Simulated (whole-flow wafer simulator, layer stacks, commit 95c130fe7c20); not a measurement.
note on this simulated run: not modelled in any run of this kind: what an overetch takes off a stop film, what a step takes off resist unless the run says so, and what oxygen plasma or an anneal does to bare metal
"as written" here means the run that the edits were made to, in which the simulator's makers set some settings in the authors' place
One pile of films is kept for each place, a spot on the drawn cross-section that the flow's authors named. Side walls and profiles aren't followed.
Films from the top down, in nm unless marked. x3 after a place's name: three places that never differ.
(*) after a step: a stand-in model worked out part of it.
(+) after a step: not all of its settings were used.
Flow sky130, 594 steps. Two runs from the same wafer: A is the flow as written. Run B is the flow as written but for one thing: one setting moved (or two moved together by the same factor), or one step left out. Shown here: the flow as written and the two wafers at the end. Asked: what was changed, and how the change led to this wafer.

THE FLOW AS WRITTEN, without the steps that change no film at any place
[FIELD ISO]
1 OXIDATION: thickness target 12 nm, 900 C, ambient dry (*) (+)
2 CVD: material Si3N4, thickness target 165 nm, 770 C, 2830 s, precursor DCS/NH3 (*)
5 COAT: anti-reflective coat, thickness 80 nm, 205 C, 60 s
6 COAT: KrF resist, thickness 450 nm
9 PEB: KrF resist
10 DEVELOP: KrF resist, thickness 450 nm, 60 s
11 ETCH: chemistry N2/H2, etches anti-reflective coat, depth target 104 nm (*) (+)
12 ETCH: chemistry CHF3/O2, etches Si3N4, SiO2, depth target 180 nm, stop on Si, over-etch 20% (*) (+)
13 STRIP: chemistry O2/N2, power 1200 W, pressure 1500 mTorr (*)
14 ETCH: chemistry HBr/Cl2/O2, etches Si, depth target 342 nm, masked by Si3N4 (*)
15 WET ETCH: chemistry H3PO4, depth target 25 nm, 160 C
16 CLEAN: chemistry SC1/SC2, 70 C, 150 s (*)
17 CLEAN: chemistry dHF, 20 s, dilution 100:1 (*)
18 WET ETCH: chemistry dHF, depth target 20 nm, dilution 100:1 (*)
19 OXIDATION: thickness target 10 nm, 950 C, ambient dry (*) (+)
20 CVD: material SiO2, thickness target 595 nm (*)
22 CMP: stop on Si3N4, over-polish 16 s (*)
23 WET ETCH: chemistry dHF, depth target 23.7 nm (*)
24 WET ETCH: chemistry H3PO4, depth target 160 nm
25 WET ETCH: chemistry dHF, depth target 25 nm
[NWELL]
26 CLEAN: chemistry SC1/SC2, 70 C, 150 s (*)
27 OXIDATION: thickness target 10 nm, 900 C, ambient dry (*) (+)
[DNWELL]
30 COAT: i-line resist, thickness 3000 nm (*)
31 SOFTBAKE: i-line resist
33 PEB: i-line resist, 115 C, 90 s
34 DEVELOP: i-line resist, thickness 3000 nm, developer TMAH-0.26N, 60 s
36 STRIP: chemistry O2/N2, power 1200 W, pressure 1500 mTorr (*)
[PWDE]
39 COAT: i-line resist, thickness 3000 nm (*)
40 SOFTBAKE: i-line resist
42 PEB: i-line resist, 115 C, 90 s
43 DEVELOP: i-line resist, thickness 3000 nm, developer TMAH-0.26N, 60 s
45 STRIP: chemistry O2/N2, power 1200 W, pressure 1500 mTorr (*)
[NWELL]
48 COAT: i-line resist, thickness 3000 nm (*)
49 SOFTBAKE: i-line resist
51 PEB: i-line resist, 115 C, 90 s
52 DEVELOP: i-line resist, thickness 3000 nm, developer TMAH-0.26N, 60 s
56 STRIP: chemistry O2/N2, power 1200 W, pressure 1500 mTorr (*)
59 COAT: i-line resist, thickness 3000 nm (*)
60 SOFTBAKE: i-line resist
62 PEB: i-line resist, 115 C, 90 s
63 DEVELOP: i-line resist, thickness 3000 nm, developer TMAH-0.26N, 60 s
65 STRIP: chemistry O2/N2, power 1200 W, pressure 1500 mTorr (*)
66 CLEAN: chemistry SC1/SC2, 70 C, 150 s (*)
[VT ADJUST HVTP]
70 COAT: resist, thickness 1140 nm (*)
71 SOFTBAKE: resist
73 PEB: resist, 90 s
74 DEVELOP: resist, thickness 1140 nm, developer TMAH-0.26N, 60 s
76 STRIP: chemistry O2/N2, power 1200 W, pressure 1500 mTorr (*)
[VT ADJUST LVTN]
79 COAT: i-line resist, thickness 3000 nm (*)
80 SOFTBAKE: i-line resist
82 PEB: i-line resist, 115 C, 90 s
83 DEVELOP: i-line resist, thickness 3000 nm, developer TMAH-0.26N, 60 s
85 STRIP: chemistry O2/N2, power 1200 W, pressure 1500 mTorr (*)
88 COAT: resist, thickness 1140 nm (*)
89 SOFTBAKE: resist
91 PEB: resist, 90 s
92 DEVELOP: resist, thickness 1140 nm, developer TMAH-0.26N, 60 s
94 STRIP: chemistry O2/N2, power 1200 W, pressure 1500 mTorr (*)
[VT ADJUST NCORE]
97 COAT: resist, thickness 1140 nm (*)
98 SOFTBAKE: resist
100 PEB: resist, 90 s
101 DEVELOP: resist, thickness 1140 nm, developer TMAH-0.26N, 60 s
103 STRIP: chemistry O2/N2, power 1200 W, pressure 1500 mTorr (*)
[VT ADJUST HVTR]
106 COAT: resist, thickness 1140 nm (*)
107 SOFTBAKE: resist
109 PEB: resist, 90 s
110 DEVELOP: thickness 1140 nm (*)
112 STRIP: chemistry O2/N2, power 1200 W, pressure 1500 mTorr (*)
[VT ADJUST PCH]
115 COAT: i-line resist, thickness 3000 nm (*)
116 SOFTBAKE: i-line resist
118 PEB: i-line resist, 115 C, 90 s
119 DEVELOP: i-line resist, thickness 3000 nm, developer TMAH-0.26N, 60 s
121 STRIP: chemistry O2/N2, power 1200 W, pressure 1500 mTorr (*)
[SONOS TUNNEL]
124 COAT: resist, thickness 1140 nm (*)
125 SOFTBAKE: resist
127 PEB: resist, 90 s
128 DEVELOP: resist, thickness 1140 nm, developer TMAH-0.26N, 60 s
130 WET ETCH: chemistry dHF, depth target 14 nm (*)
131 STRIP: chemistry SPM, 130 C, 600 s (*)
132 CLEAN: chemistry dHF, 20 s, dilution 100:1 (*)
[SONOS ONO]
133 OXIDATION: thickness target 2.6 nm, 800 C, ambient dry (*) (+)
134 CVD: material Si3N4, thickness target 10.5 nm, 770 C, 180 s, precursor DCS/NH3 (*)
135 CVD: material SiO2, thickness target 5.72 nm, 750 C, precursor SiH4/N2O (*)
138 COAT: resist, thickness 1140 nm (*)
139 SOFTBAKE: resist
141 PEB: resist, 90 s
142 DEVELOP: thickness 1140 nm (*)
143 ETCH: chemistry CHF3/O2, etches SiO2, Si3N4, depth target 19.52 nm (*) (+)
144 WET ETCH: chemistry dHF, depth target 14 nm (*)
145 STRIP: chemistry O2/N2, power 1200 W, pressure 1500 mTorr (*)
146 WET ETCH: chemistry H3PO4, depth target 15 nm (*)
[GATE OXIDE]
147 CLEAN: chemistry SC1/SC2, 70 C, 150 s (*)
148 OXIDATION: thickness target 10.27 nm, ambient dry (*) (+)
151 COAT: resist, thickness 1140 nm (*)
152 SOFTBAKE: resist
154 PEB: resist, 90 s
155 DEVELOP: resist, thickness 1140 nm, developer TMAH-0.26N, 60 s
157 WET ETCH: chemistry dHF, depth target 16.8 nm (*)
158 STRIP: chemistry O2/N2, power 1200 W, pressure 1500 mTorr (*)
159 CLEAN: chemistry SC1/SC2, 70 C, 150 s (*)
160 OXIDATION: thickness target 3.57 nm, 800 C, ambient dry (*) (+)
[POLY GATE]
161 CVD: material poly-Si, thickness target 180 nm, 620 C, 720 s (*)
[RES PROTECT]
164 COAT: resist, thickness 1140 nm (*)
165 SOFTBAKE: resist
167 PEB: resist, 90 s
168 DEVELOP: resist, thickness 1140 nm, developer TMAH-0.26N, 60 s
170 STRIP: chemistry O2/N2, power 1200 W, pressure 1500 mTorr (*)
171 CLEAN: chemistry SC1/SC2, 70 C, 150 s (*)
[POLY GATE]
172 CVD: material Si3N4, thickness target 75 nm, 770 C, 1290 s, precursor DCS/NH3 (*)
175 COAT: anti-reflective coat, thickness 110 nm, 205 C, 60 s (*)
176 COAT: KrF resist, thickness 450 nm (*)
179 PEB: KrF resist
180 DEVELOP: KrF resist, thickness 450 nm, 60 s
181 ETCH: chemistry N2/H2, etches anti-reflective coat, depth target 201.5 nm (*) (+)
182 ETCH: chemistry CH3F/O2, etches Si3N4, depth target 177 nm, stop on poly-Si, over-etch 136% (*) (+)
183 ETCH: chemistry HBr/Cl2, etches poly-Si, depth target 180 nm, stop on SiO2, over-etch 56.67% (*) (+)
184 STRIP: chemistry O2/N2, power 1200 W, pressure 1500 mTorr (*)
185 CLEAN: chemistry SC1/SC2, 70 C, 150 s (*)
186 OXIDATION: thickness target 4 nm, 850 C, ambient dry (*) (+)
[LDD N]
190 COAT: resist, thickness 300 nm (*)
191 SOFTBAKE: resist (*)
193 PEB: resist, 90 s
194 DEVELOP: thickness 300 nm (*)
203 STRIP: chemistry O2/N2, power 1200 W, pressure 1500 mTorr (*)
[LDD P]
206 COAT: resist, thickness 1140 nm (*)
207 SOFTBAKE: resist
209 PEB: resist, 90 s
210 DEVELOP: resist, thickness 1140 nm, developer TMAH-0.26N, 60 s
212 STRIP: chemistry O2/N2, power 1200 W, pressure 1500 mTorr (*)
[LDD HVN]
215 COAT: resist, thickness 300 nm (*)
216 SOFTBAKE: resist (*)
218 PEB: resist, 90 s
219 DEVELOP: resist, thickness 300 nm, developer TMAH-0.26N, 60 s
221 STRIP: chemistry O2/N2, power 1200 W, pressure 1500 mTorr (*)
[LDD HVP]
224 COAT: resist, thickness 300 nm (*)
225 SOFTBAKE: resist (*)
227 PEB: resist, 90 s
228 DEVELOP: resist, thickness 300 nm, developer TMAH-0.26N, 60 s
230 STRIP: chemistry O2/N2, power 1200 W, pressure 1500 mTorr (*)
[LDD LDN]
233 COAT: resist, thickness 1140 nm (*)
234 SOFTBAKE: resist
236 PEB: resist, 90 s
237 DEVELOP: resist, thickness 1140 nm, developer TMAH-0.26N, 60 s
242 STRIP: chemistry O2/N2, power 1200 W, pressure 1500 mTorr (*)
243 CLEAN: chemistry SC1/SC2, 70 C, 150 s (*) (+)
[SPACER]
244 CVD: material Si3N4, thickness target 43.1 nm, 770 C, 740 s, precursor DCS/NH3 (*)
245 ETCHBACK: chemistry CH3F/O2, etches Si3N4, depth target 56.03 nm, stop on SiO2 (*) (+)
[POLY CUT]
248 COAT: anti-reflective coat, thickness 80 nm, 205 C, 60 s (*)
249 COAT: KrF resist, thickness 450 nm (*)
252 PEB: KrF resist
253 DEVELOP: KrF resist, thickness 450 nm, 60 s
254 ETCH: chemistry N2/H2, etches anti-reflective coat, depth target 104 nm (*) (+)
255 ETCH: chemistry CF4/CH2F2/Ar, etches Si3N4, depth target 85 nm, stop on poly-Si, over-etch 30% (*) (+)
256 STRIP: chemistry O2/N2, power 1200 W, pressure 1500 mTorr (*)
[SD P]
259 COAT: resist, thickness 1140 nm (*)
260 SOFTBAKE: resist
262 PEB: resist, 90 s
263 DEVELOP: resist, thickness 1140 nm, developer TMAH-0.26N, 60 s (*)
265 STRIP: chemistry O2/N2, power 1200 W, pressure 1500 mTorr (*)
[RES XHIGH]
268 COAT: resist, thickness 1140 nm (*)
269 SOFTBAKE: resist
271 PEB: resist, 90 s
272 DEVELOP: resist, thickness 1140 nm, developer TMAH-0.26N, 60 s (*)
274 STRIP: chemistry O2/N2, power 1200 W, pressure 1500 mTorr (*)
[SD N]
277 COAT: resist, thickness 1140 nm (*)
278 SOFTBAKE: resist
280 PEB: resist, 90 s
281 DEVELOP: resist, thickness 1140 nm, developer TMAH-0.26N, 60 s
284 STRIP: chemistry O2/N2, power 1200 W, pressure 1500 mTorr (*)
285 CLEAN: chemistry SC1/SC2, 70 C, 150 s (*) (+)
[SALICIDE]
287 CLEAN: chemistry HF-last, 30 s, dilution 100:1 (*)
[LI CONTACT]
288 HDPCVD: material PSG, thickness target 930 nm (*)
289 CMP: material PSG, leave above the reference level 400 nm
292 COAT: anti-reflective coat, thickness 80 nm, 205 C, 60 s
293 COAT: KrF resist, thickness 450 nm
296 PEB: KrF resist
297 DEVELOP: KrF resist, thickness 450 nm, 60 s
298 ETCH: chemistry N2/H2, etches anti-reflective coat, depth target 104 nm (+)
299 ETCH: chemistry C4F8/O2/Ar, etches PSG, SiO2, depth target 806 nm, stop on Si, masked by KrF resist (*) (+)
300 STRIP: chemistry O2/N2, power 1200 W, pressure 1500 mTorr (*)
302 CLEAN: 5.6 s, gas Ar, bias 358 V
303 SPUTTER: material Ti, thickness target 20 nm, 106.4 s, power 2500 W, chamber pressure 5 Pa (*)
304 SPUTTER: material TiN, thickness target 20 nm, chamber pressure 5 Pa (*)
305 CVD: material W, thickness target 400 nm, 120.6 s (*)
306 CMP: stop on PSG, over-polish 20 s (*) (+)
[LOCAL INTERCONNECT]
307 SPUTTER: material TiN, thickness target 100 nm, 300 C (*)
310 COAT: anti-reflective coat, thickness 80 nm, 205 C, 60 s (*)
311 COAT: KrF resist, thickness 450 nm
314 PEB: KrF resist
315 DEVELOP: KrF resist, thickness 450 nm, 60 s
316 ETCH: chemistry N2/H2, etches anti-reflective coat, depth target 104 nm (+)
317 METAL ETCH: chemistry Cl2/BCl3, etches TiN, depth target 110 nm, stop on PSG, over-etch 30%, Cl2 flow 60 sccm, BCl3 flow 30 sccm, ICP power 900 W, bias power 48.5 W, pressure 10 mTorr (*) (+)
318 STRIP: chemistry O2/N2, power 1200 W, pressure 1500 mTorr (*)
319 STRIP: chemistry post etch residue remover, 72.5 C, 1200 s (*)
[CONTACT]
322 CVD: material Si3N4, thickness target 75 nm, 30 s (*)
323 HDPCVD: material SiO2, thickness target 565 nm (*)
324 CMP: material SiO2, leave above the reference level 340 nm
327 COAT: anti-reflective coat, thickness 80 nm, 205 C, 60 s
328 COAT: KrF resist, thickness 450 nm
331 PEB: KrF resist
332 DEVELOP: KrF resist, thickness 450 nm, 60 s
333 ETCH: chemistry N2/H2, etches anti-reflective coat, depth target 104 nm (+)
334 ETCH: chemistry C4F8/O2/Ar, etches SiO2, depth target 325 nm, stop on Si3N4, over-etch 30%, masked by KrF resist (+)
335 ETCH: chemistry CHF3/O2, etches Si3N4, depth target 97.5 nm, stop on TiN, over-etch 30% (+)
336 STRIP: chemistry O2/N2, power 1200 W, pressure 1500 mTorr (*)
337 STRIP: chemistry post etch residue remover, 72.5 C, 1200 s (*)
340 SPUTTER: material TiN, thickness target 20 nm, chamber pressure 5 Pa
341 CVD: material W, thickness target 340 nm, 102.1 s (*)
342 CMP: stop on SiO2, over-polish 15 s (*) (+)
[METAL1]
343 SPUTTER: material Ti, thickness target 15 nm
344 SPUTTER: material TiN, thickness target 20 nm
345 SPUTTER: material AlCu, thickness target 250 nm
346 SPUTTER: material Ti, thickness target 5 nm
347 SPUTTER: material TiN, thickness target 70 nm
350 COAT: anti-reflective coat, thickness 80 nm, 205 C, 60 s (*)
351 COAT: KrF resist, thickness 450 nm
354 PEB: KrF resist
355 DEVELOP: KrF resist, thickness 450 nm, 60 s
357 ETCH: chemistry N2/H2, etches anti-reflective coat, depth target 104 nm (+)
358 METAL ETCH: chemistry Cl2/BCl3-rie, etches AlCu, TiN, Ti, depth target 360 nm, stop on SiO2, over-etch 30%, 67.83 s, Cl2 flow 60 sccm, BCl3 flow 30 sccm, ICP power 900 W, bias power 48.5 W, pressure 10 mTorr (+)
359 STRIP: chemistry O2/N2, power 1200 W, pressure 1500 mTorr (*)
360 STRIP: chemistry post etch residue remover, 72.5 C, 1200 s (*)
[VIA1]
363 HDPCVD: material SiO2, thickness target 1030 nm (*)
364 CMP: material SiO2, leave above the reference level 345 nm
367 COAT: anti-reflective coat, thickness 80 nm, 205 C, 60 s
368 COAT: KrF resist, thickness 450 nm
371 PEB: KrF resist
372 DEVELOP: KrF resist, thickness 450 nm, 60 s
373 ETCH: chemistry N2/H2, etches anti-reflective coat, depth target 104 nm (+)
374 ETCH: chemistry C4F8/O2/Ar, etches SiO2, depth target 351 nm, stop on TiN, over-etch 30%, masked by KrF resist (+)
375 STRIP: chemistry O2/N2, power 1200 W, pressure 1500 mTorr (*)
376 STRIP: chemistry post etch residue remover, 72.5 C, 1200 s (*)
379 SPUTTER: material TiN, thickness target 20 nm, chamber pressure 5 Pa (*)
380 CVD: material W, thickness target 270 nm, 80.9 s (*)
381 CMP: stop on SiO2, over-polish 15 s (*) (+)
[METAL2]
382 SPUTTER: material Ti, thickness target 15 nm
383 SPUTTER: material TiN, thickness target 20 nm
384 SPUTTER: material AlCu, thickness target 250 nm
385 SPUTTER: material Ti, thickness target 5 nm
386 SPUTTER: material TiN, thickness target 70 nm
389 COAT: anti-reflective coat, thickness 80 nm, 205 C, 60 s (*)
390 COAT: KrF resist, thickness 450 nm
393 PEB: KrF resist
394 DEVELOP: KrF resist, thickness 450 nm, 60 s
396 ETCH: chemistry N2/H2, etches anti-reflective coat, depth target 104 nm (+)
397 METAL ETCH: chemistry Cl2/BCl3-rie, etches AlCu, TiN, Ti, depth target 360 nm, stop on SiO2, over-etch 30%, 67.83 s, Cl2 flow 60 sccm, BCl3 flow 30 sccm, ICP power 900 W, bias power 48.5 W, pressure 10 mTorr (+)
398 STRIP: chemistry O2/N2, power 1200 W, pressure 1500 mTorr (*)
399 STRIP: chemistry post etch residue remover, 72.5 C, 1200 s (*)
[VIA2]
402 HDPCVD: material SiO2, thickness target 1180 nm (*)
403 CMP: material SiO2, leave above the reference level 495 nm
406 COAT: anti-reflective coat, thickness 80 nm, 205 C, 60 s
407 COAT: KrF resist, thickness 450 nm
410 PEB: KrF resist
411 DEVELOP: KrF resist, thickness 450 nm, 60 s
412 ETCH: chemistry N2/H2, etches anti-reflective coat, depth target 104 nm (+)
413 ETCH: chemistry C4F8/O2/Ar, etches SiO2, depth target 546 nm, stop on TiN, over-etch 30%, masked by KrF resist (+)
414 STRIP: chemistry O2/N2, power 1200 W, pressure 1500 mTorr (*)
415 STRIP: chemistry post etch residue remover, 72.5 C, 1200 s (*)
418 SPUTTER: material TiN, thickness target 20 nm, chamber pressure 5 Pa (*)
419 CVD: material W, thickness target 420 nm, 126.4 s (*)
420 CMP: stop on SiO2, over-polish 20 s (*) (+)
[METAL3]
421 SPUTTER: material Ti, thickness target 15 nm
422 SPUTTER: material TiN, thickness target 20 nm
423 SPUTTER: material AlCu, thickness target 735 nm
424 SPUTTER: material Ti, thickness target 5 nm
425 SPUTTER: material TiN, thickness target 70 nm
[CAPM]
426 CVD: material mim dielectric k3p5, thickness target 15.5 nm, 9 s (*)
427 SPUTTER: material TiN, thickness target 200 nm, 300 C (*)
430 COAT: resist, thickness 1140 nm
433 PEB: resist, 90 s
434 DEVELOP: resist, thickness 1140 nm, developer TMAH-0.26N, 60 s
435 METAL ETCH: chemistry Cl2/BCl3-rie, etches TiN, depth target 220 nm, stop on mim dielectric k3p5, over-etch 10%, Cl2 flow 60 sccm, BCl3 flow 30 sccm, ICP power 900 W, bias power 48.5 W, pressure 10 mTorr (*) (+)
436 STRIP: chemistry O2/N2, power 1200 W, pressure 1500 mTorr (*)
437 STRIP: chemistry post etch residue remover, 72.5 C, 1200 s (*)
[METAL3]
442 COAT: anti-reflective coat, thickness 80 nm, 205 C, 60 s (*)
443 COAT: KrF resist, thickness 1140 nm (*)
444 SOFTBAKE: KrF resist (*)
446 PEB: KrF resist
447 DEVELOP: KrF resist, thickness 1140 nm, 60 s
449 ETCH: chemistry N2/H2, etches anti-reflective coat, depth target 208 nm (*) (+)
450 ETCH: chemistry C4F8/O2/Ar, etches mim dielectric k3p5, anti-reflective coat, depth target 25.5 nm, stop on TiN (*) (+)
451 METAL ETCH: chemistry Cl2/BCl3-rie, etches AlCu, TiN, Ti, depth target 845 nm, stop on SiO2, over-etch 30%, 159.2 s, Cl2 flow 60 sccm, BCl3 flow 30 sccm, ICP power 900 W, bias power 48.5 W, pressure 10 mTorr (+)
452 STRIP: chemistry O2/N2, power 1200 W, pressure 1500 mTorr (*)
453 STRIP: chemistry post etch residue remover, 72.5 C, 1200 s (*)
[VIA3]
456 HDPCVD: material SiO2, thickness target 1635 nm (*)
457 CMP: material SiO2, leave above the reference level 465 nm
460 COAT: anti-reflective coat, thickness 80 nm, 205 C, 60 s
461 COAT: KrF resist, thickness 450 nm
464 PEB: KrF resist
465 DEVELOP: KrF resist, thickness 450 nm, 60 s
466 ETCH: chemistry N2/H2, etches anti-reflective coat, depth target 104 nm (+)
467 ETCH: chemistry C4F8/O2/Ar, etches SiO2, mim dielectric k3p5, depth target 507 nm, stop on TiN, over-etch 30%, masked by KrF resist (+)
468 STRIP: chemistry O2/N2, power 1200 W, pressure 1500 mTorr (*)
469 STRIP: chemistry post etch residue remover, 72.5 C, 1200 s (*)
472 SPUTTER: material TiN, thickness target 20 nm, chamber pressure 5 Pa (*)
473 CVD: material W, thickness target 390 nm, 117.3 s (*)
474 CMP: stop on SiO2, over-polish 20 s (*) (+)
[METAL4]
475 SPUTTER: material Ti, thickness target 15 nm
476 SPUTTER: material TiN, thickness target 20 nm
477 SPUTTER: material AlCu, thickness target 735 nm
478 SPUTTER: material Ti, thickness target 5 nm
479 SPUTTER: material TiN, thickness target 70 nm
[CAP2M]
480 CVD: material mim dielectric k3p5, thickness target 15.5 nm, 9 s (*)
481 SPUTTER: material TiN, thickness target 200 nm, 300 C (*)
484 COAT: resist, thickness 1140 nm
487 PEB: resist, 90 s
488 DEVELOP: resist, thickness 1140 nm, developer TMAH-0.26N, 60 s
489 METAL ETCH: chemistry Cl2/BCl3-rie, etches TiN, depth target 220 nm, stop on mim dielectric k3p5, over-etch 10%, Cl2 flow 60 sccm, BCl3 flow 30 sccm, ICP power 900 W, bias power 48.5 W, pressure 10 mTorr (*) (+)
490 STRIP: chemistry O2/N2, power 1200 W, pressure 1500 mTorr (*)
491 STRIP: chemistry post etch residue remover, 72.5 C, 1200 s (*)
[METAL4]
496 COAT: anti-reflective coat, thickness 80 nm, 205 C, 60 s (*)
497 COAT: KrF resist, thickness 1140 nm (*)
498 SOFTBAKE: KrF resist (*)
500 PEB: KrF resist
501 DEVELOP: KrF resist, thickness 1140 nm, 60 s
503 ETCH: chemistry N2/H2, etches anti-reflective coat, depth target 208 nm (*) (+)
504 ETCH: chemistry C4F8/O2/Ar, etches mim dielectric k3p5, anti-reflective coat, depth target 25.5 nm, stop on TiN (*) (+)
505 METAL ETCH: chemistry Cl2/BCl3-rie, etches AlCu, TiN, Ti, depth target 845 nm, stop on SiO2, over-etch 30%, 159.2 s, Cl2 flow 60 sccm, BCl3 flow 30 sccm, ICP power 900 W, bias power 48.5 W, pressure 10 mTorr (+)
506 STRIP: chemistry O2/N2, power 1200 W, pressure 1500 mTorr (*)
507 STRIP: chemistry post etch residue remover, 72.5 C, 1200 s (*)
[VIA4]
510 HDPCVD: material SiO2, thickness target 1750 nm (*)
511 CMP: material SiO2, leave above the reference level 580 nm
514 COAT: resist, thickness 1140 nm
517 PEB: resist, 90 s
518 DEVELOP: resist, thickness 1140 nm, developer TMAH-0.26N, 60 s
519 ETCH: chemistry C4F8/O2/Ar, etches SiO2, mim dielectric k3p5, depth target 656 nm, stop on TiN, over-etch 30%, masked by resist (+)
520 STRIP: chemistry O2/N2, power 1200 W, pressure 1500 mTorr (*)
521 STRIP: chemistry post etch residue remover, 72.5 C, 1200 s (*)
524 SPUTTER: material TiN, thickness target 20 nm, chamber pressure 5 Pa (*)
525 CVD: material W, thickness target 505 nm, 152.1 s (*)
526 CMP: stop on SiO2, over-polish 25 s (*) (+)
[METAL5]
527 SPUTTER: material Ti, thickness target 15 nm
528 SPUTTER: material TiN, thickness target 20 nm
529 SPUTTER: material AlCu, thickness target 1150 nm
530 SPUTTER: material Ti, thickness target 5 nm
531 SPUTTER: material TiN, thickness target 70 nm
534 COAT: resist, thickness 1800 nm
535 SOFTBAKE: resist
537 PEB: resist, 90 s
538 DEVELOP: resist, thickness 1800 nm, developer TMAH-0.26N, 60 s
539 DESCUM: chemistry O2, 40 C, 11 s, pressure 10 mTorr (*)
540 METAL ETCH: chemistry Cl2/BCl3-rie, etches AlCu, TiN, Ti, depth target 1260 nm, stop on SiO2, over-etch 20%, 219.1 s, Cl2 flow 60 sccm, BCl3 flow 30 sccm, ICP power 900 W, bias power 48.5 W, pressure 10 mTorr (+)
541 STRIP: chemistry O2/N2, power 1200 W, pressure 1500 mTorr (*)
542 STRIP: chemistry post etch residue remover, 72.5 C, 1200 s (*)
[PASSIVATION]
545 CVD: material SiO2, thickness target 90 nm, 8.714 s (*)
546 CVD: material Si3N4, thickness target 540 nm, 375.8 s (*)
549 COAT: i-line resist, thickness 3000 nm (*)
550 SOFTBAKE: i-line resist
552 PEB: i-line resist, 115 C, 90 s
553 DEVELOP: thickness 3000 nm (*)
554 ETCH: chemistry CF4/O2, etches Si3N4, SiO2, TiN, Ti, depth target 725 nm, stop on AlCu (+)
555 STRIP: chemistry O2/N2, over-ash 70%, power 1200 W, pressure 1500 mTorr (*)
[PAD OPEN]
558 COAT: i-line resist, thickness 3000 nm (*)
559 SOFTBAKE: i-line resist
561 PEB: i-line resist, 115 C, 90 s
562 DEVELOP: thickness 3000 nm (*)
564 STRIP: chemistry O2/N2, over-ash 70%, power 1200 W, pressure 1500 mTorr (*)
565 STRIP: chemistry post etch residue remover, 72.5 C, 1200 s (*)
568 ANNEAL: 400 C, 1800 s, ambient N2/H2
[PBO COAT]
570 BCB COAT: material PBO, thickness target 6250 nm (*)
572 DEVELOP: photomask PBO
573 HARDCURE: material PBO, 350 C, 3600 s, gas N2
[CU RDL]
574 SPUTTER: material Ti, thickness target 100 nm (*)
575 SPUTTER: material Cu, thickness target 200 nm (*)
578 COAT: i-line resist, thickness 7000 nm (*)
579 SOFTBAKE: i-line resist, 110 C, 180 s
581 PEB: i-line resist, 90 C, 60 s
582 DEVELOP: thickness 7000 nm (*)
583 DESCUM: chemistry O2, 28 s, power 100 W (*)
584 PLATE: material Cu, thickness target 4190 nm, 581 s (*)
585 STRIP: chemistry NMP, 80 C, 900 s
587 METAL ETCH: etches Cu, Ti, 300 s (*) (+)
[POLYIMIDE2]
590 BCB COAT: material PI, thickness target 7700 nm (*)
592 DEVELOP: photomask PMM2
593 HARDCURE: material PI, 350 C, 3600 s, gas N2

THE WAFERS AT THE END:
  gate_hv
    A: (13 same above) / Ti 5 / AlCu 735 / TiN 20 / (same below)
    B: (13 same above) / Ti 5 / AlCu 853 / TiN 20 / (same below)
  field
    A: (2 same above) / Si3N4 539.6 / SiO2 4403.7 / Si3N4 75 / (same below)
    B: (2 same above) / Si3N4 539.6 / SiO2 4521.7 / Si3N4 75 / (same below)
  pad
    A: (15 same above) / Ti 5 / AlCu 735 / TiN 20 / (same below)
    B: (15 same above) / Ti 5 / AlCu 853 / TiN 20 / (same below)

The cause: step 423, SPUTTER: thickness target 853 nm was run, where the flow has thickness target 735 nm.
It can be read off the wafer: gate_hv has AlCu 853, and step 423 as written asks for 735 nm.

How the change led to this, step by step:
  423 SPUTTER: material AlCu, thickness target 735 nm
      field, active, n_well and 188 more: A AlCu +735 (new film) | B AlCu +853 (new film)
  451 METAL ETCH: chemistry Cl2/BCl3-rie, etches AlCu, TiN, Ti, depth target 845 nm, stop on SiO2, over-etch 30%, 159.2 s, Cl2 flow 60 sccm, BCl3 flow 30 sccm, ICP power 900 W, bias power 48.5 W, pressure 10 mTorr (+)
      field, active, gate and 62 more: A TiN -70 (all of it), Ti -5 (all of it), AlCu -735 (all of it), TiN -20 (all of it), Ti -15 (all of it), SiO2 -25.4 | B TiN -70 (all of it), Ti -5 (all of it), AlCu -853 (all of it), TiN -20 (all of it), Ti -15 (all of it), SiO2 -13.5
      vpp_ln, vpp_iso2, ndiff_ln, ndiff_cd, via1_hole, via1_enc, m2_ln_cd: A TiN -70 (all of it), Ti -5 (all of it), AlCu -735 (all of it), TiN -20 (all of it), Ti -15 (all of it), SiO2 -25.3 | B TiN -70 (all of it), Ti -5 (all of it), AlCu -853 (all of it), TiN -20 (all of it), Ti -15 (all of it), SiO2 -13.6
      (and at 13 more places)
  457 CMP: material SiO2, leave above the reference level 465 nm
      field, active, gate and 78 more: A SiO2 -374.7 | B SiO2 -268.5
      poly_licon, vpp_l1ln, rpo_hd_licon, via1_hole: A SiO2 -374.7 | B SiO2 -268.4
